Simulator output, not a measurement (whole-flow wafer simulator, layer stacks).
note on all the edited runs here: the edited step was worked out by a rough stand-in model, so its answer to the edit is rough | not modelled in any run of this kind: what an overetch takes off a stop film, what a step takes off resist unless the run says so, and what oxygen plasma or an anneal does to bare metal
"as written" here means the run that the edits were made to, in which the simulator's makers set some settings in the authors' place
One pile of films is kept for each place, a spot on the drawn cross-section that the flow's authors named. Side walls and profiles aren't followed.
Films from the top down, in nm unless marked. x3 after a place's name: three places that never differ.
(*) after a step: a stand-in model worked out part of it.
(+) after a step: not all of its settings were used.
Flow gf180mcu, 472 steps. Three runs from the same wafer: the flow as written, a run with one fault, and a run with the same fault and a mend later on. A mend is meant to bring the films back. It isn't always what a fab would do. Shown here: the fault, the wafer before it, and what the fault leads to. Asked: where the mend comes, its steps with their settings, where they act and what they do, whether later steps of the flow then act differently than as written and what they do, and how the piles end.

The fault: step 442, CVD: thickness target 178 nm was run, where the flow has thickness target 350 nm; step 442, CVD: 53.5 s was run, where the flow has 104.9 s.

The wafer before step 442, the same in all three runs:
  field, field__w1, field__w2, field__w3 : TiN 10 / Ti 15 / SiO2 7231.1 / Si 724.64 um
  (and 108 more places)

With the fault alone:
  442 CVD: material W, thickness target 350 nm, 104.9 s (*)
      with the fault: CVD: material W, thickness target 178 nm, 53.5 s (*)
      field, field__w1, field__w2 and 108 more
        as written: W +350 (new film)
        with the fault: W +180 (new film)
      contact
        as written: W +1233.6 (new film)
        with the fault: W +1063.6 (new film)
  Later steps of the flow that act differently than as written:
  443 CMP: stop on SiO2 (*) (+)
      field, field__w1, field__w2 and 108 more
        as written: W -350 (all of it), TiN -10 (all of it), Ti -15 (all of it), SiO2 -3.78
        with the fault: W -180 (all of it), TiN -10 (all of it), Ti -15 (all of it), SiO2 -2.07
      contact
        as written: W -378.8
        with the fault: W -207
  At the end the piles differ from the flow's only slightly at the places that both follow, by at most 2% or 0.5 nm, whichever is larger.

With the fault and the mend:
  The mend comes after step 442.
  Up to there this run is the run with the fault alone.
  442a CVD: material W, thickness target 172 nm, 51.55 s (the flow's step 442 once more, with other settings)
      field, field__w1, field__w2 and 109 more
        W +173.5
  No later step of the flow acts differently than as written, at any place that is followed, by more than 2% or 0.5 nm, whichever is larger.
  At the end the piles differ from the flow's only slightly at the places that both follow, by at most 2% or 0.5 nm, whichever is larger.
